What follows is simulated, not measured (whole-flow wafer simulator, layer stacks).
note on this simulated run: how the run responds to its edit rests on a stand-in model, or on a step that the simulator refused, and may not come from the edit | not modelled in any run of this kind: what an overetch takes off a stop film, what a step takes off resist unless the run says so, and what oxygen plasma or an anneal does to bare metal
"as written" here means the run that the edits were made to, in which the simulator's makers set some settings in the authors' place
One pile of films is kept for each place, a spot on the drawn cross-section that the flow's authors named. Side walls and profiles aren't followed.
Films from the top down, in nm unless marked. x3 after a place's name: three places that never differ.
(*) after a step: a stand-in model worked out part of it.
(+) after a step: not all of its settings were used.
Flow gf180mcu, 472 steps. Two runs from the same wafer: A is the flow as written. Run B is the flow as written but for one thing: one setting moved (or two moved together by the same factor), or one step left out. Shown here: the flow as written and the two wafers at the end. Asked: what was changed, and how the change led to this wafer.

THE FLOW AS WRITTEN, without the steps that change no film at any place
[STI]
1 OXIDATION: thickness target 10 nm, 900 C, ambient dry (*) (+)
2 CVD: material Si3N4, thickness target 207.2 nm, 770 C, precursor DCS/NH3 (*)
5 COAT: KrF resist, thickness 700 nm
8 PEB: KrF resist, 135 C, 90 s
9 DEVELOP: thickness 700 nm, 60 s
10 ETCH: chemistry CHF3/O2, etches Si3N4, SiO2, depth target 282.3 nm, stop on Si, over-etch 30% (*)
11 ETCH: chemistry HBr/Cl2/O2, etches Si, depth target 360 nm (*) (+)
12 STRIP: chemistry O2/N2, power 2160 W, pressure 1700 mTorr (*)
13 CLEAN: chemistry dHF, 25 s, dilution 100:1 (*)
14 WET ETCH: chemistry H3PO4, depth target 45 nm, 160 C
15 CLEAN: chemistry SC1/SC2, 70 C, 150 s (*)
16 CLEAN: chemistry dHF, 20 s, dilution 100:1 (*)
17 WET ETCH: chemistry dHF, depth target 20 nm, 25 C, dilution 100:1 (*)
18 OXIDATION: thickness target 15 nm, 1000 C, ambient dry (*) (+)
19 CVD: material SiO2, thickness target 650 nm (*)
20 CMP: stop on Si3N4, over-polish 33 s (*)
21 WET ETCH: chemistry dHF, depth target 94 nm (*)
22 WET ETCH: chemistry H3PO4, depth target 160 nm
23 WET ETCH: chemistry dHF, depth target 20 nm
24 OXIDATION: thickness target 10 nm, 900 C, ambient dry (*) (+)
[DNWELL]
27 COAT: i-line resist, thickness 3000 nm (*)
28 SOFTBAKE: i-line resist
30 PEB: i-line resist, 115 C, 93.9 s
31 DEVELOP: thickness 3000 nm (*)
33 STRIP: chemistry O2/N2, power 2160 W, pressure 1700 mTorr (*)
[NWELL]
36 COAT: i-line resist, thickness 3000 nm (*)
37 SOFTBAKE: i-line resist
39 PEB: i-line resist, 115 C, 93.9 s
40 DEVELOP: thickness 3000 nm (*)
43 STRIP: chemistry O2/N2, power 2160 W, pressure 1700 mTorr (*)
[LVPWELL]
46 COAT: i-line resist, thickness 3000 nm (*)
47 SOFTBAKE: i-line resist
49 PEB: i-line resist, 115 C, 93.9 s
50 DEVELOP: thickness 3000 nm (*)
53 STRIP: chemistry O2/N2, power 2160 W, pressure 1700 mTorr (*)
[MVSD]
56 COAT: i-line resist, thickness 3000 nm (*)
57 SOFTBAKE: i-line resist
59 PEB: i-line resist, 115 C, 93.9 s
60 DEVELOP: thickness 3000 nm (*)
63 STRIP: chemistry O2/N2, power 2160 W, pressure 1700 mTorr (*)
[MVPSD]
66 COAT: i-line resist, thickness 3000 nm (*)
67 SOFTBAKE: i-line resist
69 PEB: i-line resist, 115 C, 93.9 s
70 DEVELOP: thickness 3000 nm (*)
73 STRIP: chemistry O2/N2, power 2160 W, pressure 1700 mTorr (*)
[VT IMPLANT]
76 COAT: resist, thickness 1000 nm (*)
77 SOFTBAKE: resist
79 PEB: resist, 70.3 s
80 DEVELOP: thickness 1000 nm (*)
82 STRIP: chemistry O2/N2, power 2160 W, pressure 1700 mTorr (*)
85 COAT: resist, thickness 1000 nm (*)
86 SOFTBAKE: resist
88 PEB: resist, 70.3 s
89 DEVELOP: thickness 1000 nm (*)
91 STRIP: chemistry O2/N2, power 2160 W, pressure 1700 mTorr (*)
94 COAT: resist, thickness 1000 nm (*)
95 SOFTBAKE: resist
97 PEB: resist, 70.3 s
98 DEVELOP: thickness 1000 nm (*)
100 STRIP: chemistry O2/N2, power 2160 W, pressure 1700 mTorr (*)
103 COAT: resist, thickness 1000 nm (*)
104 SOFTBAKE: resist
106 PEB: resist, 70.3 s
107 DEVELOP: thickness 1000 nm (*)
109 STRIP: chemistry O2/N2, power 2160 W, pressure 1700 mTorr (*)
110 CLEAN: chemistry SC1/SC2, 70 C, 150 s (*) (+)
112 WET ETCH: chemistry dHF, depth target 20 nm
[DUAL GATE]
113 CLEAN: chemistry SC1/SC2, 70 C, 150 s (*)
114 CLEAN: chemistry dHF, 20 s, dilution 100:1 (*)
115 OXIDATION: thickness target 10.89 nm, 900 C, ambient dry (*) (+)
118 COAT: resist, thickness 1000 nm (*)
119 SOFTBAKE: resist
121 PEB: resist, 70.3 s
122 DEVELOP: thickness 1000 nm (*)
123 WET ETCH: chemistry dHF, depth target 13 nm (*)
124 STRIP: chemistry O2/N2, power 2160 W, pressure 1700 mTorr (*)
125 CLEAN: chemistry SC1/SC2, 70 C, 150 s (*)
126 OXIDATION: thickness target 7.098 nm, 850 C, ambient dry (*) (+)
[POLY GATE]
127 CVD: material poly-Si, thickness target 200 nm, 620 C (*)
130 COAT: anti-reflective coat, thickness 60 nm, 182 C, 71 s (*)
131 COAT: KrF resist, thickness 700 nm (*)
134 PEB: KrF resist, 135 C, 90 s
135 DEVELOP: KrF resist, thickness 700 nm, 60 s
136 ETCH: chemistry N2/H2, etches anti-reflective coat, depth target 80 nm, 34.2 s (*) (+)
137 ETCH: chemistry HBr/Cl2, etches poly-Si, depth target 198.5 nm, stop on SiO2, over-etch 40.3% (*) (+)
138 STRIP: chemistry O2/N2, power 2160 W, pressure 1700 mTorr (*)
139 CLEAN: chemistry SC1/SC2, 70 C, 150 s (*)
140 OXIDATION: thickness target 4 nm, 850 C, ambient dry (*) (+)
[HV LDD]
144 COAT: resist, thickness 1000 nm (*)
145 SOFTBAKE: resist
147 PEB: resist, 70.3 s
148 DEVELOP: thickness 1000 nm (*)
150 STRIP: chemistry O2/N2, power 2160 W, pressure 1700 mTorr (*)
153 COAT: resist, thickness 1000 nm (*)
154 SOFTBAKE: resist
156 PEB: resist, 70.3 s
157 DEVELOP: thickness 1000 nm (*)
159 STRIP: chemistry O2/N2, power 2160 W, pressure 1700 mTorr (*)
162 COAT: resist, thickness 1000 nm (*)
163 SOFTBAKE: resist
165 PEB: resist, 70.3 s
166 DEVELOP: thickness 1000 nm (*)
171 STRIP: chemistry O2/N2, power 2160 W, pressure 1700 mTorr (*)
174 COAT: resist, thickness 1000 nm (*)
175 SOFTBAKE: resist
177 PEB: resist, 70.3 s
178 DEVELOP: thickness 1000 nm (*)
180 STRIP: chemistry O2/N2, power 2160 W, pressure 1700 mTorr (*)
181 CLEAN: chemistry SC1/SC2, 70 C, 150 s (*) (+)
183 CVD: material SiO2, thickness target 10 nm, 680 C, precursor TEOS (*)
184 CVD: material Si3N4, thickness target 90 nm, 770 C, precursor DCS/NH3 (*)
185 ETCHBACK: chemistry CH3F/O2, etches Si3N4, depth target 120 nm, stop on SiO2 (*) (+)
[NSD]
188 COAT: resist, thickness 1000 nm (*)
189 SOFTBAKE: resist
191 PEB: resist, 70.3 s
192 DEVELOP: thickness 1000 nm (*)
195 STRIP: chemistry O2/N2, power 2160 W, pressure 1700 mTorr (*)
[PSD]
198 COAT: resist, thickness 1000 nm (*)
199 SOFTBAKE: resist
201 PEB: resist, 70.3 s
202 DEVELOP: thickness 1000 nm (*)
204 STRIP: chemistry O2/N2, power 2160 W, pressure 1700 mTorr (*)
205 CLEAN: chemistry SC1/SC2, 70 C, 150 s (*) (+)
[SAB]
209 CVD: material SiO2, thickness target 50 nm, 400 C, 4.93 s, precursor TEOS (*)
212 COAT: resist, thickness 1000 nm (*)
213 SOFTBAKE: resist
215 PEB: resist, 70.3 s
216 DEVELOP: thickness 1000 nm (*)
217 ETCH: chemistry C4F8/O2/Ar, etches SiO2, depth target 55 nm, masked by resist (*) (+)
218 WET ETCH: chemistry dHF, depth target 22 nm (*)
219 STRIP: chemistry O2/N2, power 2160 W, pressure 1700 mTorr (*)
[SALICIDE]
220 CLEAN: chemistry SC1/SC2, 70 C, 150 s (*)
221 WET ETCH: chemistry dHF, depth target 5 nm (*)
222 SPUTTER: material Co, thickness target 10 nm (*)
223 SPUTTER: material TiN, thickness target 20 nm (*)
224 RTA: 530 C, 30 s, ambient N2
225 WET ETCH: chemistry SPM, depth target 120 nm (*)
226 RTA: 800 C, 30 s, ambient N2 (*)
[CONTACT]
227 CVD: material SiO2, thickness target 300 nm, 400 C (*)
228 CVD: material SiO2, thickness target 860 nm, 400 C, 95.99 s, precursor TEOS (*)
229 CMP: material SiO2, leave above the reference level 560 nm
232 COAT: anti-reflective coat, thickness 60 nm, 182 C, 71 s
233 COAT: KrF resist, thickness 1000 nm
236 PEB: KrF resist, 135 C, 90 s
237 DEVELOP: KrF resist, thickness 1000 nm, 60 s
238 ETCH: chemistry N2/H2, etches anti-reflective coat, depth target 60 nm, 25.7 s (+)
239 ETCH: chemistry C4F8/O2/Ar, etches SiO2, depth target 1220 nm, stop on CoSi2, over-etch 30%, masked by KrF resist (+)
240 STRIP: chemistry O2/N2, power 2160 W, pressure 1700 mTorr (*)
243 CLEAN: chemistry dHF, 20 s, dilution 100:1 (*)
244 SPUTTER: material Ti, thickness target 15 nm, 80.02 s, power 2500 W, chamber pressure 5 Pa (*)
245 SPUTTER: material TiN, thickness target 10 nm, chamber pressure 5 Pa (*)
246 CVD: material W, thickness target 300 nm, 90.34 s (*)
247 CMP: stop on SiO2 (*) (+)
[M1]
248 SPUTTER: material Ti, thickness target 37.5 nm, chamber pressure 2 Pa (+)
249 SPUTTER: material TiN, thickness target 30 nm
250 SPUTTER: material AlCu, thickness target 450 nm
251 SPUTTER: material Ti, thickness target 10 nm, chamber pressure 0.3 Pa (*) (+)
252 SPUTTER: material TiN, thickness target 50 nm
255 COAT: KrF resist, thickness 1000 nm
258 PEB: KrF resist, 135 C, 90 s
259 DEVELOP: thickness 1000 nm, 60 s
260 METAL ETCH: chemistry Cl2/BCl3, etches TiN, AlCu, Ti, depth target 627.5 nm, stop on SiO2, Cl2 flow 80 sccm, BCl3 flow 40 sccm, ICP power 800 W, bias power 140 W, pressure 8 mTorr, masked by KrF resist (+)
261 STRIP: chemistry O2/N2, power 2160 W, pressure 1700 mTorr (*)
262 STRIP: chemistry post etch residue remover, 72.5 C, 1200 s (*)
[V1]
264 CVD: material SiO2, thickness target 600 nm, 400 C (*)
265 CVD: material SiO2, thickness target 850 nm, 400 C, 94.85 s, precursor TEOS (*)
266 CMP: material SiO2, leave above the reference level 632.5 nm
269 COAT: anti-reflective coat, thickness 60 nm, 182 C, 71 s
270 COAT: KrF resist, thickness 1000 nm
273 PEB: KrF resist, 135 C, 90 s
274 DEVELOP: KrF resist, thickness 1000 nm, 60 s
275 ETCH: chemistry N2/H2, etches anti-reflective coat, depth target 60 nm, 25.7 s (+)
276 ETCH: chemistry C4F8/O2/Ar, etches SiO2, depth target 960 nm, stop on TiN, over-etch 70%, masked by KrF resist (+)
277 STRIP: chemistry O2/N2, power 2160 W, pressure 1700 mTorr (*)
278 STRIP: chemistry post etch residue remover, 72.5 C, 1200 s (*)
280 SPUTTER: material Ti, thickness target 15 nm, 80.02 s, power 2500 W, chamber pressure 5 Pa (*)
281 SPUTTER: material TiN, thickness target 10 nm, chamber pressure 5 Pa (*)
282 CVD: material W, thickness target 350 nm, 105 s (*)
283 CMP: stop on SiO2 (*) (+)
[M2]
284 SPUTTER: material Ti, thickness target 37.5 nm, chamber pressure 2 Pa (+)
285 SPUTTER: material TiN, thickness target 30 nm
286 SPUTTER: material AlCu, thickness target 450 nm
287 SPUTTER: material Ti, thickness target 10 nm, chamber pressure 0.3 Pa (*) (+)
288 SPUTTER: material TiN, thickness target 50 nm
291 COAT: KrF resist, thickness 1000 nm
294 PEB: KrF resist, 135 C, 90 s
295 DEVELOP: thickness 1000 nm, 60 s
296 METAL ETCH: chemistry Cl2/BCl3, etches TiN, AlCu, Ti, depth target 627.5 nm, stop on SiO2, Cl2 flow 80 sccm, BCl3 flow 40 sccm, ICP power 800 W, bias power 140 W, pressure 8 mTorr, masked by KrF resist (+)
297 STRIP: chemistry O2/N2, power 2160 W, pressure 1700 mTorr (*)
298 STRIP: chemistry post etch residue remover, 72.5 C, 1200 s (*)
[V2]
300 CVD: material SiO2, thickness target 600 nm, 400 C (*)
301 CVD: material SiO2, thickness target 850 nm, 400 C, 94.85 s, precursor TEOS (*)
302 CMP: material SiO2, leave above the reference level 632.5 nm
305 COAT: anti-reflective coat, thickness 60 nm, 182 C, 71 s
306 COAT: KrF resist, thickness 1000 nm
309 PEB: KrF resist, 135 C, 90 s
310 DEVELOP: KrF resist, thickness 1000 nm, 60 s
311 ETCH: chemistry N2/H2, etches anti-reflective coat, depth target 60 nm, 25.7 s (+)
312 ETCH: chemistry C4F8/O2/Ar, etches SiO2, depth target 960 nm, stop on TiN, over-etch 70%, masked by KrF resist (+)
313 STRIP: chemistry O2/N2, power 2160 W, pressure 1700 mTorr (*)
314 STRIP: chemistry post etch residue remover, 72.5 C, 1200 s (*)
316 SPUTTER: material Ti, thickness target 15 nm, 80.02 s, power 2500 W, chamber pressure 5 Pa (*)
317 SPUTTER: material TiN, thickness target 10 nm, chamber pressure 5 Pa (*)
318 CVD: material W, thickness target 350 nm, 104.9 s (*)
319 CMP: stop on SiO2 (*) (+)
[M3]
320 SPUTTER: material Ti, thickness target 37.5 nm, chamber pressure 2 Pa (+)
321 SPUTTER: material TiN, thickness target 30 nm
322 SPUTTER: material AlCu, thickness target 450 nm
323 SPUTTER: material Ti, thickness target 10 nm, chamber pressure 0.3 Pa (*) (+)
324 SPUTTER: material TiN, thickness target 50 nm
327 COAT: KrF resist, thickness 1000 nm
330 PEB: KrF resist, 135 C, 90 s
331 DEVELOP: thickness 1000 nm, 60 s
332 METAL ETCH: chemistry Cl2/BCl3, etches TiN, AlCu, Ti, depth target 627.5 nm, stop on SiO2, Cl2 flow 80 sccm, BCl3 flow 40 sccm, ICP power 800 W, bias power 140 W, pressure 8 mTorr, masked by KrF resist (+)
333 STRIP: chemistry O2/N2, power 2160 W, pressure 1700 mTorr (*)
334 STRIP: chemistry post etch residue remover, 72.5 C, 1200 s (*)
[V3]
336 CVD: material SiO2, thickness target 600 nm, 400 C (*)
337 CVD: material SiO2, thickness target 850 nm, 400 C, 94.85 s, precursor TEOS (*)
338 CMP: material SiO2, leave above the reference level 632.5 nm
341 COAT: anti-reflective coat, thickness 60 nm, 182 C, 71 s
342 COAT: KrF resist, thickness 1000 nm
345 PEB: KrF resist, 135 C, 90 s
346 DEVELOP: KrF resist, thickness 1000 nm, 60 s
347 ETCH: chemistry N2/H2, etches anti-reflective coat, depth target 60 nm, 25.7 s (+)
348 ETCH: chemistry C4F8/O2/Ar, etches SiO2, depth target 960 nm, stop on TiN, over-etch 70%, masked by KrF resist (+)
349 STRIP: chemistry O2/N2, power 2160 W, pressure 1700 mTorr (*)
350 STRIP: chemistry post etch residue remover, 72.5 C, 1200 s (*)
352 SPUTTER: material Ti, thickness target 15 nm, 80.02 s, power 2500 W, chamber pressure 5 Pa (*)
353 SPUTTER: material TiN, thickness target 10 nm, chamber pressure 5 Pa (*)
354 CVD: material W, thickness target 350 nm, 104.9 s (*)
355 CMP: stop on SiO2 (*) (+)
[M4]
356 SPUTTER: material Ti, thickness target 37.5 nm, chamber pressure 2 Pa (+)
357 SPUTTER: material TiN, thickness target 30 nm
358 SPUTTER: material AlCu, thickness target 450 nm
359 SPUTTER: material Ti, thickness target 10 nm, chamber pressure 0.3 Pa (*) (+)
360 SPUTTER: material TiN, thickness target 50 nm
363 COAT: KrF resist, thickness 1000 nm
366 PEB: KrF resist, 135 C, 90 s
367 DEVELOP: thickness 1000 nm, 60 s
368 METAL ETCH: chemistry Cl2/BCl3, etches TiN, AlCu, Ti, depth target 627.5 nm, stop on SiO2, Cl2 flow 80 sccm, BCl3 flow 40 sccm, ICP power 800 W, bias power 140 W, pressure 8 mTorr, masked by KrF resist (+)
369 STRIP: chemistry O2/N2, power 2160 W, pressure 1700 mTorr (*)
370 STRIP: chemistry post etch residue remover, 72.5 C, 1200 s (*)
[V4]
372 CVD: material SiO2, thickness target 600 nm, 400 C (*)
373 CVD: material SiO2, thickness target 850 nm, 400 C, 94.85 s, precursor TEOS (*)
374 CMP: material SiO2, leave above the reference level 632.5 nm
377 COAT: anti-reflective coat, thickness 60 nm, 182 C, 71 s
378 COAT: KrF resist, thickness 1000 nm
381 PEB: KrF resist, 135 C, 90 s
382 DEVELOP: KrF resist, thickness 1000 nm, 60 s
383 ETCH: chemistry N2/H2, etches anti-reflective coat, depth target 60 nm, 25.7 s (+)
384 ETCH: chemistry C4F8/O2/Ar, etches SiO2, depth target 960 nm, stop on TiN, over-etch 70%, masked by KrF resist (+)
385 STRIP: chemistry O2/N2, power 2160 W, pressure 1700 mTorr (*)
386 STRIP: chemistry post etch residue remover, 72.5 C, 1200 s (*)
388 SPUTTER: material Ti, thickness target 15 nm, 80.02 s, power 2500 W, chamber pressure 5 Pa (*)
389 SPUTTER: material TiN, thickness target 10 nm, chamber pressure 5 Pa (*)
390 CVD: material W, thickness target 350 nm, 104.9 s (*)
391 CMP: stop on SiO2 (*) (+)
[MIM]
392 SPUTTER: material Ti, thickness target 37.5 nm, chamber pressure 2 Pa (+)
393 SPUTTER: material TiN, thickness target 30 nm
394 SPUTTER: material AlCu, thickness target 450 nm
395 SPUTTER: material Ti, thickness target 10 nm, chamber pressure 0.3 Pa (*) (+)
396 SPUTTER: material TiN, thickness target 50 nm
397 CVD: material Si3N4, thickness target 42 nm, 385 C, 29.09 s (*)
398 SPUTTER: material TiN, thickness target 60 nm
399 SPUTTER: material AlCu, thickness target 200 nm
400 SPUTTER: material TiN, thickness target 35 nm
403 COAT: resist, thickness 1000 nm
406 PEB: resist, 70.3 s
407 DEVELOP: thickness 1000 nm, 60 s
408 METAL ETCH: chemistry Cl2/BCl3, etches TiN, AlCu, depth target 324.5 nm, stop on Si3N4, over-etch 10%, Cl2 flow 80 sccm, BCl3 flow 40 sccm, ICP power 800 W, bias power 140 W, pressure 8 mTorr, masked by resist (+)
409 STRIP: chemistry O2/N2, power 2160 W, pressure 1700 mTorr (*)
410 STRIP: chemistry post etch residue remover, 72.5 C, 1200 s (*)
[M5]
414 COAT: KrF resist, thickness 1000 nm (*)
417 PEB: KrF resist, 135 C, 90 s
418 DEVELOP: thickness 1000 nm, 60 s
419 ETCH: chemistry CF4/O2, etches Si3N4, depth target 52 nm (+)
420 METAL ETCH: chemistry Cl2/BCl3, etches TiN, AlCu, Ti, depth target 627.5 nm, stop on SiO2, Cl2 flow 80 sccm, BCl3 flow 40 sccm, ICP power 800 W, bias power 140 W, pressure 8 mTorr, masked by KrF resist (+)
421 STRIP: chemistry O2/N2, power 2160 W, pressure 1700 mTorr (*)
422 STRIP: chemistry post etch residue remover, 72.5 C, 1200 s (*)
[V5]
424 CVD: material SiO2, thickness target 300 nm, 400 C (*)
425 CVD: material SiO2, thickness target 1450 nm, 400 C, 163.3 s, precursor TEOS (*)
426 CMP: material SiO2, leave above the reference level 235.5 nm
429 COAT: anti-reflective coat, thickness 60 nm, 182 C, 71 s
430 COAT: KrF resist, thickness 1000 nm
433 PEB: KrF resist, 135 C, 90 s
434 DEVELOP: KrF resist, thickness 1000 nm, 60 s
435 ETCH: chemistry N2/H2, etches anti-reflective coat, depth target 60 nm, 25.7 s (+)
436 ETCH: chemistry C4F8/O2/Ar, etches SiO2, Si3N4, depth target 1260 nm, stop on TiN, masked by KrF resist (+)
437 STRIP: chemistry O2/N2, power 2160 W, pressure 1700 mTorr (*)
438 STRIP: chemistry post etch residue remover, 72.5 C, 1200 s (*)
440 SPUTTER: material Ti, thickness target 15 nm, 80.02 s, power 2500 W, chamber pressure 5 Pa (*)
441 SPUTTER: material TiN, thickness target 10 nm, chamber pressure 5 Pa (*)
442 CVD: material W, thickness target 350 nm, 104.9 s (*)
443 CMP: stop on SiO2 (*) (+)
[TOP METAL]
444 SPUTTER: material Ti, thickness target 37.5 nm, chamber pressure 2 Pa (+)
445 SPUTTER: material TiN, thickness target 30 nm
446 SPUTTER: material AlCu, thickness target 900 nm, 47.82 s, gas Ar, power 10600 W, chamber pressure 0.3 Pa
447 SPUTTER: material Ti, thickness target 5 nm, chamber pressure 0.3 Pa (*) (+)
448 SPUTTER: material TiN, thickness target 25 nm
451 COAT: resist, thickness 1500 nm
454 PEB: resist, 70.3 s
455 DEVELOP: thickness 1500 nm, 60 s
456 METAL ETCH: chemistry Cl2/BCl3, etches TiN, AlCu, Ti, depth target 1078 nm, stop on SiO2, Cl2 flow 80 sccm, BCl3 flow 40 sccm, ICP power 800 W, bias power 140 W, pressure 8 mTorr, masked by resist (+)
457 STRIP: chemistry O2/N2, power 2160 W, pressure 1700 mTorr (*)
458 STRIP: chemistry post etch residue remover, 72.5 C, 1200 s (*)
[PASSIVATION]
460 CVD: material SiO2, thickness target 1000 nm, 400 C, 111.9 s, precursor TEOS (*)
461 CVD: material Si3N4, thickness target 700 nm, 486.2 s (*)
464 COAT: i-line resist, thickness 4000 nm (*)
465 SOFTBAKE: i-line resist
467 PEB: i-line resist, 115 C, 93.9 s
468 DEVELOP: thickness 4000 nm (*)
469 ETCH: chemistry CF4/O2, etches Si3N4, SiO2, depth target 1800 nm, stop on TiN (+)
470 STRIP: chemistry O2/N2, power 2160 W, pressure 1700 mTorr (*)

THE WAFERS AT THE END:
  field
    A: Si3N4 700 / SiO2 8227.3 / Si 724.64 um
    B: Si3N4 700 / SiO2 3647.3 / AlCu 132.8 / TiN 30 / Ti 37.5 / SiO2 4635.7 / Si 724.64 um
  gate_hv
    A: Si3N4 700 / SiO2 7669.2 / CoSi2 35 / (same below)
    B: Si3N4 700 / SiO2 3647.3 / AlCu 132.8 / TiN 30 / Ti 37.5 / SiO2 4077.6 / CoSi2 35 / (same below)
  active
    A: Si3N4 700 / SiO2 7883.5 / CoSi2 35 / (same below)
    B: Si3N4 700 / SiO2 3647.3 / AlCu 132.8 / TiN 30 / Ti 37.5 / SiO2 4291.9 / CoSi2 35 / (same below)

The cause: step 358, SPUTTER: thickness target 706 nm was run, where the flow has thickness target 450 nm.

How the change led to this, step by step:
  358 SPUTTER: material AlCu, thickness target 450 nm
      field, field__w1, field__w2 and 108 more: A AlCu +450 (new film) | B AlCu +706 (new film)
  368 METAL ETCH: chemistry Cl2/BCl3, etches TiN, AlCu, Ti, depth target 627.5 nm, stop on SiO2, Cl2 flow 80 sccm, BCl3 flow 40 sccm, ICP power 800 W, bias power 140 W, pressure 8 mTorr, masked by KrF resist (+)
      field, field__w1, field__w2 and 103 more: A TiN -50 (all of it), Ti -10 (all of it), AlCu -450 (all of it), TiN -30 (all of it), Ti -37.5 (all of it) | B TiN -50 (all of it), Ti -10 (all of it), AlCu -567.5
  370 STRIP: chemistry post etch residue remover, 72.5 C, 1200 s (*)
      field, field__w1, field__w2 and 103 more: A nothing | B AlCu -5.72
  372 CVD: material SiO2, thickness target 600 nm, 400 C (*)
      field, field__w1, field__w2 and 103 more: A SiO2 +600 | B SiO2 +600 (new film)
  374 CMP: material SiO2, leave above the reference level 632.5 nm
      field, field__w1, field__w2 and 103 more: A SiO2 -300 | B SiO2 -244.3
Counting metal films that touch as one body, field has 1 body; the flow as written gives 0 bodies.
Counting metal films that touch as one body, gate_hv has 2 bodies (between them, from the top down: SiO2 4077.6); the flow as written gives 1 body.
Counting metal films that touch as one body, active has 2 bodies (between them, from the top down: SiO2 4291.9); the flow as written gives 1 body.
